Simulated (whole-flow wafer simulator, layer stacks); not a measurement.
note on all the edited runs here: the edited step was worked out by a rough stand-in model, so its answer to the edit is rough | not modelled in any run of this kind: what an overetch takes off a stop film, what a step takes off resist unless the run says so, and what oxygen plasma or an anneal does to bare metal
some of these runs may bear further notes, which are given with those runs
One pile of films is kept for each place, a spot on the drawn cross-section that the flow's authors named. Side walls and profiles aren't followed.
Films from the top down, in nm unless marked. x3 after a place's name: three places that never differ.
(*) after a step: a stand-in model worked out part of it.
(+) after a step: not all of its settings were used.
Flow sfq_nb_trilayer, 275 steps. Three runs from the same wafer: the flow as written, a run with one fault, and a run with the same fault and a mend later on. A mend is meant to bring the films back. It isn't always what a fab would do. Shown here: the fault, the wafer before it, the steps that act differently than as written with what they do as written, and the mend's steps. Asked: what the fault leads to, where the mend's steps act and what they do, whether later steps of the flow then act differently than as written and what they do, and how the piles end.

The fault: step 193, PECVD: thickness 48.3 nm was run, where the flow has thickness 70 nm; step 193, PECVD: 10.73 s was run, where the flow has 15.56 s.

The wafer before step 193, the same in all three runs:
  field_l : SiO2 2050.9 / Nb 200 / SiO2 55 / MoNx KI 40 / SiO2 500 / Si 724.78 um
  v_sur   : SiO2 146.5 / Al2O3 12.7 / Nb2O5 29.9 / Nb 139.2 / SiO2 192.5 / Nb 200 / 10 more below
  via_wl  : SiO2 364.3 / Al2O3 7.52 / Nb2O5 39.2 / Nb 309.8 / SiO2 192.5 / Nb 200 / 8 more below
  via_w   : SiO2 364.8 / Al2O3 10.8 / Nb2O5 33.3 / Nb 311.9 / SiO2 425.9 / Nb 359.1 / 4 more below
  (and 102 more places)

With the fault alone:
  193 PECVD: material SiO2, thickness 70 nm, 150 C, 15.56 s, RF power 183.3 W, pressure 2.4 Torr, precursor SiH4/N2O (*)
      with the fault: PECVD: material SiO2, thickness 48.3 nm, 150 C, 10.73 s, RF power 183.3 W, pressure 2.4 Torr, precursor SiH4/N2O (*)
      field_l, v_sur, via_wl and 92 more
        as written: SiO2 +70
        with the fault: SiO2 +48.3
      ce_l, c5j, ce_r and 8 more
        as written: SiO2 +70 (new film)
        with the fault: SiO2 +48.3 (new film)
  Later steps of the flow that act differently than as written (10 more steps differ only slightly, by at most 2% or 0.5 nm, whichever is larger, and aren't shown):
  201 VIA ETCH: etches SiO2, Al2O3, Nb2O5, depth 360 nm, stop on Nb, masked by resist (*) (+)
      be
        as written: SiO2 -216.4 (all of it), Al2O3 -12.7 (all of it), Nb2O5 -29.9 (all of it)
        with the fault: SiO2 -194.7 (all of it), Al2O3 -12.7 (all of it), Nb2O5 -29.9 (all of it)
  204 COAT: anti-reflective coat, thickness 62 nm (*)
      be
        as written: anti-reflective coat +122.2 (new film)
        with the fault: anti-reflective coat +118.9 (new film)
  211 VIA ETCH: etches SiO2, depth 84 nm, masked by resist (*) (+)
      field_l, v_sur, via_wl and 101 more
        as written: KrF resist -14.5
        with the fault: KrF resist -12.5
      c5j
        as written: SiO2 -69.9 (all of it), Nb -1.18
        with the fault: SiO2 -48.2 (all of it), Nb -2
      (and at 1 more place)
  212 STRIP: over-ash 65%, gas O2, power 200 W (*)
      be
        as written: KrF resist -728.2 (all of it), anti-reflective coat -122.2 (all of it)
        with the fault: KrF resist -714.7 (all of it), anti-reflective coat -118.9 (all of it)
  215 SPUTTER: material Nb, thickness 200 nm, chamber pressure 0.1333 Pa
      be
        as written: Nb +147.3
        with the fault: Nb +152.3
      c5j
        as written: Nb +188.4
        with the fault: Nb +194.5
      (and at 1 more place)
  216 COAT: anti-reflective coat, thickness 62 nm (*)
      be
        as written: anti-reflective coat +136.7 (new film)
        with the fault: anti-reflective coat +132.4 (new film)
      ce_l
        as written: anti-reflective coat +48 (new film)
        with the fault: anti-reflective coat +53.5 (new film)
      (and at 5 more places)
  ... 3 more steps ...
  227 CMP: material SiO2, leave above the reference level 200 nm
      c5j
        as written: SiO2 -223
        with the fault: SiO2 -235.3
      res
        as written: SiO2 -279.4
        with the fault: SiO2 -305.3
  At the end the piles differ from the flow's by more than 2% or 0.5 nm, whichever is larger, at v_sur, via_wl, via_w and 61 more.
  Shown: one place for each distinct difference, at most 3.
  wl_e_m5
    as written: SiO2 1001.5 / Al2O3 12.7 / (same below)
    with the fault: SiO2 979.8 / Al2O3 12.7 / (same below)
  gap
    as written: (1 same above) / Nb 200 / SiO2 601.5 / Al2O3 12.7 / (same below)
    with the fault: (1 same above) / Nb 200 / SiO2 579.8 / Al2O3 12.7 / (same below)
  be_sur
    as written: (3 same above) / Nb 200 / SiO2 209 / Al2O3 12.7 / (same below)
    with the fault: (3 same above) / Nb 200 / SiO2 187.3 / Al2O3 12.7 / (same below)

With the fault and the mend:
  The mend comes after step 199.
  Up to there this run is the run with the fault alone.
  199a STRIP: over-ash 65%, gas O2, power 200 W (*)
      p4_fl x3, p4_w1 x9, p4_g1 x2 and 33 more
        KrF resist -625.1 (all of it), anti-reflective coat -62 (all of it)
      wl_b_m5, wl_b_sr, wl_c_sl and 12 more
        KrF resist -625 (all of it), anti-reflective coat -62 (all of it)
      v_sur, via_wl, via_w
        KrF resist -625.7 (all of it), anti-reflective coat -62.2 (all of it)
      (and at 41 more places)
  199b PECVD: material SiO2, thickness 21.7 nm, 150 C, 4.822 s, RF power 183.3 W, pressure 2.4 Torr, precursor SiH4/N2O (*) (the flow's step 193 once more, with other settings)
      field_l, v_sur, via_wl and 103 more
        SiO2 +21.7
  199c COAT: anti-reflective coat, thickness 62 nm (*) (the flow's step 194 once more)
      p4_fl x3, p4_w1 x9, p4_g1 x2 and 50 more
        anti-reflective coat +62 (new film)
      via_wr, via_sp, via_v, wire, lsp_r, l0_sur, l0v
        anti-reflective coat +62.3 (new film)
      be, be_sur, gap, lsp_m, ln_m6
        anti-reflective coat +62.4 (new film)
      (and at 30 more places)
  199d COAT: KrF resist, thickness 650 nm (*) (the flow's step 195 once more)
      p4_fl x3, p4_w1 x9, p4_g1 x2 and 33 more
        KrF resist +650 (new film)
      wl_b_m5, wl_b_sr, wl_c_sl and 12 more
        KrF resist +649.9 (new film)
      v_sur, via_wl, via_w
        KrF resist +650.6 (new film)
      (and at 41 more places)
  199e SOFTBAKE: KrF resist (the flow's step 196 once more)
      changes no film at any place that is followed
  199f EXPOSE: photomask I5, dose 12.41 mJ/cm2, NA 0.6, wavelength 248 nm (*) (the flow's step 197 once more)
      changes no film at any place that is followed
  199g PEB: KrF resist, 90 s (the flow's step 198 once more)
      field_l, v_sur, via_wl and 87 more
        KrF resist -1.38
      jj_sur, ce_l, sp_r, moat, field_r, wl_jj
        KrF resist -1.39
      be_r, r_sur, res, r_end
        KrF resist -1.33
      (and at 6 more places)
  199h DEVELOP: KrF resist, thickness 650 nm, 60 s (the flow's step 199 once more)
      field_l, v_sur, via_wl and 102 more
        KrF resist -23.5
      be
        KrF resist -649.8 (all of it)
  No later step of the flow acts differently than as written, at any place that is followed, by more than 2% or 0.5 nm, whichever is larger.
  At the end the piles are the same as the flow's at every place that both follow.
